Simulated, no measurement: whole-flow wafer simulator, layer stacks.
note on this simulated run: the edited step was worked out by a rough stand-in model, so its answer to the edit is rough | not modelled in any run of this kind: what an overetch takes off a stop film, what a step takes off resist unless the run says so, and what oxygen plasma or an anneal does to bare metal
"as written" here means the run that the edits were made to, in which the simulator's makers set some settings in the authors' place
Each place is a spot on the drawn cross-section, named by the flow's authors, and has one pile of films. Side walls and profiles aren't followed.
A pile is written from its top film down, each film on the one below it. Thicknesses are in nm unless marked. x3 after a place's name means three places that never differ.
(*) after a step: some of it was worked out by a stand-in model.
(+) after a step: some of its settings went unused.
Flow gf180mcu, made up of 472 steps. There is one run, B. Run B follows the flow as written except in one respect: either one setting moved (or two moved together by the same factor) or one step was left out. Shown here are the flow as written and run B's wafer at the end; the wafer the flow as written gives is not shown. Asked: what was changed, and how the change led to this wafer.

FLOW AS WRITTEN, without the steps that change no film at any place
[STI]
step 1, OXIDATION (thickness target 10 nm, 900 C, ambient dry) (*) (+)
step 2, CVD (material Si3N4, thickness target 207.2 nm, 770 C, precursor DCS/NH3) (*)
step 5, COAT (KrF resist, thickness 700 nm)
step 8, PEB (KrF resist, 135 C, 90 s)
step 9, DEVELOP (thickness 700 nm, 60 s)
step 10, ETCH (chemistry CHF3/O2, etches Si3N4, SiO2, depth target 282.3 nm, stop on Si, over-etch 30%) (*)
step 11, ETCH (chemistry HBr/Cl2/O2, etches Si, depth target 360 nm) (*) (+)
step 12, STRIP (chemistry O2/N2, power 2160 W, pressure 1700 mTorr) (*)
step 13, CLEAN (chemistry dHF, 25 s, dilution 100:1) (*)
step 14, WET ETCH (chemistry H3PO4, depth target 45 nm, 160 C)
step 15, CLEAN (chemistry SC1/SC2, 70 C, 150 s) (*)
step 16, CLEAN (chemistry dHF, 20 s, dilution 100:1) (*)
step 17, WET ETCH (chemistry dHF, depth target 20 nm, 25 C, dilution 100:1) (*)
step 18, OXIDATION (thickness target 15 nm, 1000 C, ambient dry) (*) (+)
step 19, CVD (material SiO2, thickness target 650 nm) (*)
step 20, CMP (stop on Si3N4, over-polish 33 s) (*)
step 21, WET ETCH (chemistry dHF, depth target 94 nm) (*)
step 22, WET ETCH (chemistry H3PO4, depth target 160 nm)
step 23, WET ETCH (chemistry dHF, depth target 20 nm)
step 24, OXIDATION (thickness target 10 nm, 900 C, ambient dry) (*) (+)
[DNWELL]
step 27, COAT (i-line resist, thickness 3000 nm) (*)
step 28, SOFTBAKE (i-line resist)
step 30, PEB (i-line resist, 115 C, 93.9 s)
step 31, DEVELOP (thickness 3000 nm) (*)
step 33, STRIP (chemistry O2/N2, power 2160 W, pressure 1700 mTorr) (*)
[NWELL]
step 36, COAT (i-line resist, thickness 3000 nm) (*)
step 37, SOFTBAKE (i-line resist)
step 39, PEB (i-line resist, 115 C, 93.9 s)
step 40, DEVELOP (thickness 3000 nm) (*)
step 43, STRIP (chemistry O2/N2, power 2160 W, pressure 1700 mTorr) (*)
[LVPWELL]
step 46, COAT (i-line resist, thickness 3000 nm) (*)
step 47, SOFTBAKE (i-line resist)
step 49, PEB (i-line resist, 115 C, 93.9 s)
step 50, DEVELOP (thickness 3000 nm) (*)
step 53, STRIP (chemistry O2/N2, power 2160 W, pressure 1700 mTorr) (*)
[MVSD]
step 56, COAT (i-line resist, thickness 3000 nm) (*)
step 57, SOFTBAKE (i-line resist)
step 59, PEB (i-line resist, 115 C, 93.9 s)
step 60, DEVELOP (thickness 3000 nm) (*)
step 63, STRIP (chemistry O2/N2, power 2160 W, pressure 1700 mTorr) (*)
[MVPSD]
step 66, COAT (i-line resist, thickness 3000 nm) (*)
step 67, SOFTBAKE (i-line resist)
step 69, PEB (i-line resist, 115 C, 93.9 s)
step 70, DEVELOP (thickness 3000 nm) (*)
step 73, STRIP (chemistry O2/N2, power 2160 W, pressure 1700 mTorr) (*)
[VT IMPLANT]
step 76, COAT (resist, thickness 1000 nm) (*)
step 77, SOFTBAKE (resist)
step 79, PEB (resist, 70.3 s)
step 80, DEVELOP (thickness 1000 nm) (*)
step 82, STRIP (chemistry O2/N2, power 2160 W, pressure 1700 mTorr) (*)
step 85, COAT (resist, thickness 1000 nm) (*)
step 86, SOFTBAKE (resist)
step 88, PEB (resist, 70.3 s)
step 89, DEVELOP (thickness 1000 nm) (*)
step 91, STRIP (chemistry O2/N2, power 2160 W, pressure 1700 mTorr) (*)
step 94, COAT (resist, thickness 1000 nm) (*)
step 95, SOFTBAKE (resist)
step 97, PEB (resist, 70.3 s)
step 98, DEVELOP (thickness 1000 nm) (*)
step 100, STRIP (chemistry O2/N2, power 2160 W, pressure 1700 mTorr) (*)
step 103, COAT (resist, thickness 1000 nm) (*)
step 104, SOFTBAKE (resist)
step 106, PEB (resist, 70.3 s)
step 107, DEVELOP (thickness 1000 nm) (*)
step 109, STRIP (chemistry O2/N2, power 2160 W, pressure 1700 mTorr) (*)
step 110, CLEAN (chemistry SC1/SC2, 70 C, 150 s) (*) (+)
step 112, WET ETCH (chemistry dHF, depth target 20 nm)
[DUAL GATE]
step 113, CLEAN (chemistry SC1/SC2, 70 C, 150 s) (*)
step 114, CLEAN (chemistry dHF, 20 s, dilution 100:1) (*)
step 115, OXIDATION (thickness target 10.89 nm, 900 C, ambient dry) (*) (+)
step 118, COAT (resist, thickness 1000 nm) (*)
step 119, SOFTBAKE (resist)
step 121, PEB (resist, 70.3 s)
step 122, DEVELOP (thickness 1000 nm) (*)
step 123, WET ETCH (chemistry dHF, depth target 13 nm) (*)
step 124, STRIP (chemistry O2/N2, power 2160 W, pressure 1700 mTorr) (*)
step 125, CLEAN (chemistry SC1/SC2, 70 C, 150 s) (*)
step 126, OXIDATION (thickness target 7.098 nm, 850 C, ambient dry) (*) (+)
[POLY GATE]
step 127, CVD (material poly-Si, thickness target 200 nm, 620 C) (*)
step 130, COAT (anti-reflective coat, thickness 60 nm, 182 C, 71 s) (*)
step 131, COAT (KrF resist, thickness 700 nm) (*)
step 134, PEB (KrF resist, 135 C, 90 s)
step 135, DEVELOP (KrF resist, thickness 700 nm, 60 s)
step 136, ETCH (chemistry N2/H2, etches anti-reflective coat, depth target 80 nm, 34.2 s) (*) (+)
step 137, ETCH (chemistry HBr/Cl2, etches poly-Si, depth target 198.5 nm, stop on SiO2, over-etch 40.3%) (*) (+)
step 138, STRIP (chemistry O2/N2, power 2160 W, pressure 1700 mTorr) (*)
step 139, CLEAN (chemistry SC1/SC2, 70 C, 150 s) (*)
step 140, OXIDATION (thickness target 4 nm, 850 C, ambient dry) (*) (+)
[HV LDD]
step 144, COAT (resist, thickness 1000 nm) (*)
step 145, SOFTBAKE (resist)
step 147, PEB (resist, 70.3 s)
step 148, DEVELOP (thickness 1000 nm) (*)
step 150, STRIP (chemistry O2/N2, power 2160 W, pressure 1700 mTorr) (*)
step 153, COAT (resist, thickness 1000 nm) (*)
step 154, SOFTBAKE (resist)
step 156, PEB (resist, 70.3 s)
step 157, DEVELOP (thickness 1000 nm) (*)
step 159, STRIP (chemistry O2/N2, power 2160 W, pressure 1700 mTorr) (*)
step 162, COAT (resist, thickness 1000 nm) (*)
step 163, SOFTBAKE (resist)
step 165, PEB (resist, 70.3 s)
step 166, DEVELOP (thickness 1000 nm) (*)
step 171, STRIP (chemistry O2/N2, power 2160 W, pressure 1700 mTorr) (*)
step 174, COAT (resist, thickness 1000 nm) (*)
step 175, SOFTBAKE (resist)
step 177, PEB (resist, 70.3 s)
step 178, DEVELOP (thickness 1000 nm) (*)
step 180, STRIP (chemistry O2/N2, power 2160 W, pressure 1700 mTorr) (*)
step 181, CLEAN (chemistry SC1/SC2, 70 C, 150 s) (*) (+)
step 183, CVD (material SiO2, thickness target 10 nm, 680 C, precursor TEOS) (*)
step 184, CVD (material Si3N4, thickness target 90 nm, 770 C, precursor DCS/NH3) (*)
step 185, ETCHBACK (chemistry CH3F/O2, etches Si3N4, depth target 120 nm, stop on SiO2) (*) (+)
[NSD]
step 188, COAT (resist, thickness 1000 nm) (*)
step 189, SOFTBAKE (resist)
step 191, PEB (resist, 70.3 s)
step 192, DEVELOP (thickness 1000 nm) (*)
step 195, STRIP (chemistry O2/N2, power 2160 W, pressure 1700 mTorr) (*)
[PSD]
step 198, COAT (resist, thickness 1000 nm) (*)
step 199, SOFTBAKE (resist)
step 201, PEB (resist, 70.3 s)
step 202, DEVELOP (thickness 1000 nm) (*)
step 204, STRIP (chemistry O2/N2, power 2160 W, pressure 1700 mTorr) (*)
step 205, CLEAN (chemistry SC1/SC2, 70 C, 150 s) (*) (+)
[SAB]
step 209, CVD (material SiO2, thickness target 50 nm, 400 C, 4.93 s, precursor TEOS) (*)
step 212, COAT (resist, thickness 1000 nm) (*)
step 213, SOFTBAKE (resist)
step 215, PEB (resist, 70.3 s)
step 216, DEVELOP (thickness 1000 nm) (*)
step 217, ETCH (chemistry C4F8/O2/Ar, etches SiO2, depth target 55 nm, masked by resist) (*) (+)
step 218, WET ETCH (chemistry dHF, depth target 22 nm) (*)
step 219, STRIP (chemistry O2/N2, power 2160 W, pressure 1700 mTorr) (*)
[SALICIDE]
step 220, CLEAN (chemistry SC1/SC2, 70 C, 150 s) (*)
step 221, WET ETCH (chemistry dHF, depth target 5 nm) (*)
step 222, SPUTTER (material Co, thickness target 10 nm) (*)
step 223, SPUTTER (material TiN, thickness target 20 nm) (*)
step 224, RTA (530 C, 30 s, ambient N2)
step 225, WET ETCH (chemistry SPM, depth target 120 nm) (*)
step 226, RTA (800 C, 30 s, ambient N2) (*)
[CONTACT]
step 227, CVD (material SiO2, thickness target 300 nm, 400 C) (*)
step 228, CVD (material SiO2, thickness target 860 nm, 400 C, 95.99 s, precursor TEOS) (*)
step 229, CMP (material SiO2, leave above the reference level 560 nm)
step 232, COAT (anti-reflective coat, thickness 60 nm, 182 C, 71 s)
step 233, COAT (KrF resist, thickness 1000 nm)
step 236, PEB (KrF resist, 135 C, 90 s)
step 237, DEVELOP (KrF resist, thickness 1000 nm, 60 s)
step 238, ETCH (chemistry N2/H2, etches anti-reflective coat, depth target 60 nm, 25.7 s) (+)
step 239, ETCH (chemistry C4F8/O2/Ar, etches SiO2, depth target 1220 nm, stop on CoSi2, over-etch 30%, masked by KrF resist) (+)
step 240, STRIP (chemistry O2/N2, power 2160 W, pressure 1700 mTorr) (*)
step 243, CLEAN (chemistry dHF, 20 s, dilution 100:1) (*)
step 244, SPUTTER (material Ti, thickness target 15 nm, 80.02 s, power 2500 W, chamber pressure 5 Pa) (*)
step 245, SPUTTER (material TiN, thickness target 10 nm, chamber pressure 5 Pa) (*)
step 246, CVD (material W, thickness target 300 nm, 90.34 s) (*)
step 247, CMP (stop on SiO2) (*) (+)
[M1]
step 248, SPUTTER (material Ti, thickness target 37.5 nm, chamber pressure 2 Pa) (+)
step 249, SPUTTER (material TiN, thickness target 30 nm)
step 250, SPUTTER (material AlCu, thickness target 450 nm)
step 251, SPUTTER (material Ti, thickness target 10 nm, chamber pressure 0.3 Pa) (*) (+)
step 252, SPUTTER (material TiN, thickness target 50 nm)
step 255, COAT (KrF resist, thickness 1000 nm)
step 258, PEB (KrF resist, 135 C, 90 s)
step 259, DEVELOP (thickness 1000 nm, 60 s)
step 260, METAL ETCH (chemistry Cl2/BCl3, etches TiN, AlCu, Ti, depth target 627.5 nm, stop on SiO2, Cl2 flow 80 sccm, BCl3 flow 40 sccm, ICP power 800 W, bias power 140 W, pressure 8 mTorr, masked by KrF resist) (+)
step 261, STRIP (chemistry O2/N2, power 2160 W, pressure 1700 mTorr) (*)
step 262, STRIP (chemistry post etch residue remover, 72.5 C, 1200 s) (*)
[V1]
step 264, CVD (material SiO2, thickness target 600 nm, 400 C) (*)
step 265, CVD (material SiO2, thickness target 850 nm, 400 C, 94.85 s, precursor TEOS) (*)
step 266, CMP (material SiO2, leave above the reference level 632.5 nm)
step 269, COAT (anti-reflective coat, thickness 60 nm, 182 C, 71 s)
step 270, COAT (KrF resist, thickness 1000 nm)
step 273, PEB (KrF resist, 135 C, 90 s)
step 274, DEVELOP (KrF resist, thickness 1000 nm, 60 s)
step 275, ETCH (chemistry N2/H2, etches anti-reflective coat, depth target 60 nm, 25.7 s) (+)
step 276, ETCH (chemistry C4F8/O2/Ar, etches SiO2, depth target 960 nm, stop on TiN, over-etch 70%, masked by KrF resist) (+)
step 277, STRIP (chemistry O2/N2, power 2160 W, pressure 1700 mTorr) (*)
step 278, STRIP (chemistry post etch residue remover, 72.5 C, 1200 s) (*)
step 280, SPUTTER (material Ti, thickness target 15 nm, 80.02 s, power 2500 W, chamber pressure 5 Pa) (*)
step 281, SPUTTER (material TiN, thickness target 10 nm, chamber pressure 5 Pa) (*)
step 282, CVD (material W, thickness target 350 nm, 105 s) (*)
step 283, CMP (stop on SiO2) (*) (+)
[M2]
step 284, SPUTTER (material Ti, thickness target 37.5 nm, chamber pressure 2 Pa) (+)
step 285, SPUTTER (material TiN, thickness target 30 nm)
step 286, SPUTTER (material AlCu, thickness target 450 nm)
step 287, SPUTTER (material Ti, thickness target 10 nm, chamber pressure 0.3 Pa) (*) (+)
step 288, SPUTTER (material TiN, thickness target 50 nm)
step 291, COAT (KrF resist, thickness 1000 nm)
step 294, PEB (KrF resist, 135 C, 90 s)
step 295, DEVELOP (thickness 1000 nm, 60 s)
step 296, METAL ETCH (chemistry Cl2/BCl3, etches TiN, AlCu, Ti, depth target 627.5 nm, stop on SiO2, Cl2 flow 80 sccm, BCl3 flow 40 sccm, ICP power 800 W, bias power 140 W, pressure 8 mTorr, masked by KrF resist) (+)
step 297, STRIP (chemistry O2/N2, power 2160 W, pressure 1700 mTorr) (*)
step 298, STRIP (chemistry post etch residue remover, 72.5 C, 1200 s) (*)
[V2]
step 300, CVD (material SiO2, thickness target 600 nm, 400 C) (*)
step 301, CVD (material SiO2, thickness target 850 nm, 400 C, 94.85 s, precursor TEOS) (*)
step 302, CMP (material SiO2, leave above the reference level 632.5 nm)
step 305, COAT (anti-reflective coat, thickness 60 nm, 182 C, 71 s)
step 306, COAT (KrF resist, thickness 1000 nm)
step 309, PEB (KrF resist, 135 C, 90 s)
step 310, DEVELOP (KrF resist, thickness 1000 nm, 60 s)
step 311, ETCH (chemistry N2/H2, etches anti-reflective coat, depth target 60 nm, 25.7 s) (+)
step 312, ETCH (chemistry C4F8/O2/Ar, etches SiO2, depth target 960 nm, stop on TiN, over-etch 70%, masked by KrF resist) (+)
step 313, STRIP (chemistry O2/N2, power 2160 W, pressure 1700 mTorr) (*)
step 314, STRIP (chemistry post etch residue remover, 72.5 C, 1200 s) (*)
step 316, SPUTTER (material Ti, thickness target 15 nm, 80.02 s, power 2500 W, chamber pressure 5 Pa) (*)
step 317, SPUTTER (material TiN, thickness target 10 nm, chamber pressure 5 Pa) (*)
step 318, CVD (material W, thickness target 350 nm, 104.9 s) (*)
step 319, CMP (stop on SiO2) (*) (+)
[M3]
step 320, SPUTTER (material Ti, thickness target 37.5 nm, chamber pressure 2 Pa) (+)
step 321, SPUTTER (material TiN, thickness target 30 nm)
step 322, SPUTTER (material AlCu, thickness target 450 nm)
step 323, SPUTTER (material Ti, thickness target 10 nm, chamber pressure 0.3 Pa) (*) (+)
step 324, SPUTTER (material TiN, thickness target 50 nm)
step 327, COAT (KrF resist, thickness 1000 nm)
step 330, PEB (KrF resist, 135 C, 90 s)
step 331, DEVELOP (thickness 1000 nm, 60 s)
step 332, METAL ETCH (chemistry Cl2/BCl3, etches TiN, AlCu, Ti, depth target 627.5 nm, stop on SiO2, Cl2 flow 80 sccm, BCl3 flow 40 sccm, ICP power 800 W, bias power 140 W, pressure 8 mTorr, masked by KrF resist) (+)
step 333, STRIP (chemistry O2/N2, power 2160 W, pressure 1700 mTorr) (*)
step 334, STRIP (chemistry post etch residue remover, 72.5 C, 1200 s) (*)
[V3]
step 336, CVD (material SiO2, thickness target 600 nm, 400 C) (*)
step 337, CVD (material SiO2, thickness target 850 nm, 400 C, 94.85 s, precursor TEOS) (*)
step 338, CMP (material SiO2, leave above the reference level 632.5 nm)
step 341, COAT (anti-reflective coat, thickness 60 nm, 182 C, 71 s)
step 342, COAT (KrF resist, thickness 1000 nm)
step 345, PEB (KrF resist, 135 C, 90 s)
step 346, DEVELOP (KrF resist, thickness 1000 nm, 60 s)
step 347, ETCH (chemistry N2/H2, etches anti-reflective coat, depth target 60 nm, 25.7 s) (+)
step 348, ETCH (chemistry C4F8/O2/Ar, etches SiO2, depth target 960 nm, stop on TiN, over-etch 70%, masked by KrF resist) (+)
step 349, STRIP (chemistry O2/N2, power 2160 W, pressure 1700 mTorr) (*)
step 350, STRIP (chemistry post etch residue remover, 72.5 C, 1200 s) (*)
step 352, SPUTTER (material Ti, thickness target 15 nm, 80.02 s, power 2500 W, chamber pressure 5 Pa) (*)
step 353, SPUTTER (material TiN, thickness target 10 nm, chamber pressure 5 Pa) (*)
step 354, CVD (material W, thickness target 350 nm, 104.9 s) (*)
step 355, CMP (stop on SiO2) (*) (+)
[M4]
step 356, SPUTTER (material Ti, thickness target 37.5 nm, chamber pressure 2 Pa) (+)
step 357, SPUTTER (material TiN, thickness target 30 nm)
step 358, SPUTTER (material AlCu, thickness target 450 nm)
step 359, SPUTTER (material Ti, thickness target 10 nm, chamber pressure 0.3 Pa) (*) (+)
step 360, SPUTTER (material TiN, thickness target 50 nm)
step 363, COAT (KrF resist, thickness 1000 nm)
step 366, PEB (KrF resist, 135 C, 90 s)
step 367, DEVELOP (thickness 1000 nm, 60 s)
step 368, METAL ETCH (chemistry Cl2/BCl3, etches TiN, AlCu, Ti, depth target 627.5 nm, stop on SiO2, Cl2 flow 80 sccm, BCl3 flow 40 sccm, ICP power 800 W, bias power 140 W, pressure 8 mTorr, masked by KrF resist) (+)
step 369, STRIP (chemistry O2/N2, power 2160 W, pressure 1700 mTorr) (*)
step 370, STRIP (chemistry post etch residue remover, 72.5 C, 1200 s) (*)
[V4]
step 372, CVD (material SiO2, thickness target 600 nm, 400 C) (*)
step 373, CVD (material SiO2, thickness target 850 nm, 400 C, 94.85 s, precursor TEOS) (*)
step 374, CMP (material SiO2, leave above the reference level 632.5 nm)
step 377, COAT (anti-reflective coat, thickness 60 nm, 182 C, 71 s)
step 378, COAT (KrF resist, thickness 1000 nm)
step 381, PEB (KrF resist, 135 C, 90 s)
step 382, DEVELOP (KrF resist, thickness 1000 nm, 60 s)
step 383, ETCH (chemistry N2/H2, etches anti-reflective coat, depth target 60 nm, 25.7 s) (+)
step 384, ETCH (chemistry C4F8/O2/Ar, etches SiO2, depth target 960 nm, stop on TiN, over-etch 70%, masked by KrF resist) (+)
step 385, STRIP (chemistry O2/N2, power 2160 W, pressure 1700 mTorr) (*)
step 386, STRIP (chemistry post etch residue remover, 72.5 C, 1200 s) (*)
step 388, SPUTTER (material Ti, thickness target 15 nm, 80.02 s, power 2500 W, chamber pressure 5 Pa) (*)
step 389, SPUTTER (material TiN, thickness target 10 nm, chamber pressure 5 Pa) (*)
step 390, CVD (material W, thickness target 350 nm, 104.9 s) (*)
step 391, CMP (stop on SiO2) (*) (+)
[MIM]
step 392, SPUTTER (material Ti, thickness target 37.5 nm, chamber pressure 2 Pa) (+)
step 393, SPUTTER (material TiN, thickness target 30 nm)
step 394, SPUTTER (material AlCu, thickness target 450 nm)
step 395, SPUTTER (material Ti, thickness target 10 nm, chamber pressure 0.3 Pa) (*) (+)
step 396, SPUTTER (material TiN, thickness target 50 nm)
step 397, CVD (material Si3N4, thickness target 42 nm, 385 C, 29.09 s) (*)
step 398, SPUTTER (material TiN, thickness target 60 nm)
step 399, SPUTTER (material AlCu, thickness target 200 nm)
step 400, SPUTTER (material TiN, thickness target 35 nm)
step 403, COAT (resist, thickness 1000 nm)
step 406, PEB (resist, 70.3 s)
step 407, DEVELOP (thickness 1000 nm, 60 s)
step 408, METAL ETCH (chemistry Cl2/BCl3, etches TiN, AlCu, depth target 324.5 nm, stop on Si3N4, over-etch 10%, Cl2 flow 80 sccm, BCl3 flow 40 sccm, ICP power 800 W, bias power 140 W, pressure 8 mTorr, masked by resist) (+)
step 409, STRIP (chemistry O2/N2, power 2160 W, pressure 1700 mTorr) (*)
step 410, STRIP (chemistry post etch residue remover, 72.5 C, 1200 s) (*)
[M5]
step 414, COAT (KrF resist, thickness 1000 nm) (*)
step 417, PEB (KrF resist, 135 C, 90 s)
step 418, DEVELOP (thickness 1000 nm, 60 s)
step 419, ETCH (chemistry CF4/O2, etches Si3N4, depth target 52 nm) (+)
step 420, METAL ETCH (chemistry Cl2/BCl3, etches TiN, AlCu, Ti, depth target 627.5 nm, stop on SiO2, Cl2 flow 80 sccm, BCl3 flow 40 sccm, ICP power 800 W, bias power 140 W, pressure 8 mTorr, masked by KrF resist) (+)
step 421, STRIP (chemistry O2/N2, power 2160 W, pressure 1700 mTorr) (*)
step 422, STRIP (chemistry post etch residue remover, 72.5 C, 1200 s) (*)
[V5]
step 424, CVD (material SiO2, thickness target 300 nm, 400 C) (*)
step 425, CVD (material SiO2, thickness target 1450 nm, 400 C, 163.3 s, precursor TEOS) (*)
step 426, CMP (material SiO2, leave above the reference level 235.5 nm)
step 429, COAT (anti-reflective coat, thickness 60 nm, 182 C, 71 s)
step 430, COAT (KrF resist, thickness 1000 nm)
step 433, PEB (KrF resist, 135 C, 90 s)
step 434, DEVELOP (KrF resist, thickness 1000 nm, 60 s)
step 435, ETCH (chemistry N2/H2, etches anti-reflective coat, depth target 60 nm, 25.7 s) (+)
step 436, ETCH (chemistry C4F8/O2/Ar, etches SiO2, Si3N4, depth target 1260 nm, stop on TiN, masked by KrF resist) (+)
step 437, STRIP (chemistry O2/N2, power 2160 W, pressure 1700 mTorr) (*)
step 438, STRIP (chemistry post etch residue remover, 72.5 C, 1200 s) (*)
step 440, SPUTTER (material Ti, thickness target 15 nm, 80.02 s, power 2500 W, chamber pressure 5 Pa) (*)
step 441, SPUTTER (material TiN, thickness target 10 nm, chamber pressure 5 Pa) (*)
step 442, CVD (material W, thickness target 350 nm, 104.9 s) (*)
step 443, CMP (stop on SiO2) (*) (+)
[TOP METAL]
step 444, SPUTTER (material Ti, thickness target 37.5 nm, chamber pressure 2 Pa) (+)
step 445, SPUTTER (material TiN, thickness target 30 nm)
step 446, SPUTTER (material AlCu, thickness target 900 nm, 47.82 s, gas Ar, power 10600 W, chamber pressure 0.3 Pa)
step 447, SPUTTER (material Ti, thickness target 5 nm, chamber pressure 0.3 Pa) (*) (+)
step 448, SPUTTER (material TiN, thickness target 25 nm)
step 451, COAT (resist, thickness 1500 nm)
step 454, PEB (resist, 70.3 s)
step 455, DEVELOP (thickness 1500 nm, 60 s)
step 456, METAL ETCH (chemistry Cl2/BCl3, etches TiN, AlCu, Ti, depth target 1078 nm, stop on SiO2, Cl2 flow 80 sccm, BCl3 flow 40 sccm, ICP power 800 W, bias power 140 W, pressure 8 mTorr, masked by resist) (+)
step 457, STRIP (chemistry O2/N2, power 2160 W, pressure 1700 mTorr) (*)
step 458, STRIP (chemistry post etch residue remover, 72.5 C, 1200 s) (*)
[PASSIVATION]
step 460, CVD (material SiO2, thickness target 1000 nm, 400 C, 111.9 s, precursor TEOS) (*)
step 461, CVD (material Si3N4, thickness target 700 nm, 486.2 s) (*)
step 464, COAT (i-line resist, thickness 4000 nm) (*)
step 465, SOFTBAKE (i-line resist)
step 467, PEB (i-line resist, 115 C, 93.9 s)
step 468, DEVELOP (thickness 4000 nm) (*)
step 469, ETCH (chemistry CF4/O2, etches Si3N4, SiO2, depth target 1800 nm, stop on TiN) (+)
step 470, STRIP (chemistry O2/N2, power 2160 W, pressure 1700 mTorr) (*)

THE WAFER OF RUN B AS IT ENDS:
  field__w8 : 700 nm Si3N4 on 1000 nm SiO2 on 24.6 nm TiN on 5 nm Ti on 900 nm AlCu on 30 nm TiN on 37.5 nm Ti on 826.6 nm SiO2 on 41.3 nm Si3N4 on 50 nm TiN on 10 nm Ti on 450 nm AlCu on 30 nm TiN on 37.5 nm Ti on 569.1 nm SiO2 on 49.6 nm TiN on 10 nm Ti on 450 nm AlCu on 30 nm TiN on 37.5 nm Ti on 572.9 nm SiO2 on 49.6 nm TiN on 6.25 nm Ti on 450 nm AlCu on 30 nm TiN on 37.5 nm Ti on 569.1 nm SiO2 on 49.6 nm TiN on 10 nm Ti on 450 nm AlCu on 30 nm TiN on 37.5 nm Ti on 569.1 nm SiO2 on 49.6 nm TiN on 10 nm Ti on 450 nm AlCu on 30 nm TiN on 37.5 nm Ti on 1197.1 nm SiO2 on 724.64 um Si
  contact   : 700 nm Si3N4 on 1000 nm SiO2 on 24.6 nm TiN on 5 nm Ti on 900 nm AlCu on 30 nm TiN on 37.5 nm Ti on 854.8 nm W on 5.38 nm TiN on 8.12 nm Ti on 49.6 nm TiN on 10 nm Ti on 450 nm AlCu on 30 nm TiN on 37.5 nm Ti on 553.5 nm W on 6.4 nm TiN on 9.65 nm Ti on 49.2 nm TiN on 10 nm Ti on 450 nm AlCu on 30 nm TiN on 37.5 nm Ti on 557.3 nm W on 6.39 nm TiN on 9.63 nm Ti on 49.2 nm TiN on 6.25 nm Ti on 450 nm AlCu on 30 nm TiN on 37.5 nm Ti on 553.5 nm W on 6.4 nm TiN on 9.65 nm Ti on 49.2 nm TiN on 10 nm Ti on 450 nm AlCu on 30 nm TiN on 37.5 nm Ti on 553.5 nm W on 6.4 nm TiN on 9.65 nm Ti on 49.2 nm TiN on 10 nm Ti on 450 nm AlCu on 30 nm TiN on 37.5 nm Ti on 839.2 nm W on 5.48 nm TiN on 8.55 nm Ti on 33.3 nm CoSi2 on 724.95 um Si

What caused this: step 323, SPUTTER: thickness target 6.25 nm was run, while the flow as written has thickness target 10 nm.
One can read it off the wafer: field__w8 has Ti 6.25, and step 323 as written asks for 10 nm.

The path from the change to this, step by step:
  step 323, SPUTTER (material Ti, thickness target 10 nm, chamber pressure 0.3 Pa) (*) (+)
      field, field__w1, field__w2 and 108 more: Ti gains 6.25 (new film) (in the flow as written it would be: Ti gains 10 (new film))
  step 332, METAL ETCH (chemistry Cl2/BCl3, etches TiN, AlCu, Ti, depth target 627.5 nm, stop on SiO2, Cl2 flow 80 sccm, BCl3 flow 40 sccm, ICP power 800 W, bias power 140 W, pressure 8 mTorr, masked by KrF resist) (+)
      field, field__w1, field__w2 and 103 more: TiN loses 50 (all of it), Ti loses 6.25 (all of it), AlCu loses 450 (all of it), TiN loses 30 (all of it), Ti loses 37.5 (all of it) (in the flow as written it would be: TiN loses 50 (all of it), Ti loses 10 (all of it), AlCu loses 450 (all of it), TiN loses 30 (all of it), Ti loses 37.5 (all of it))
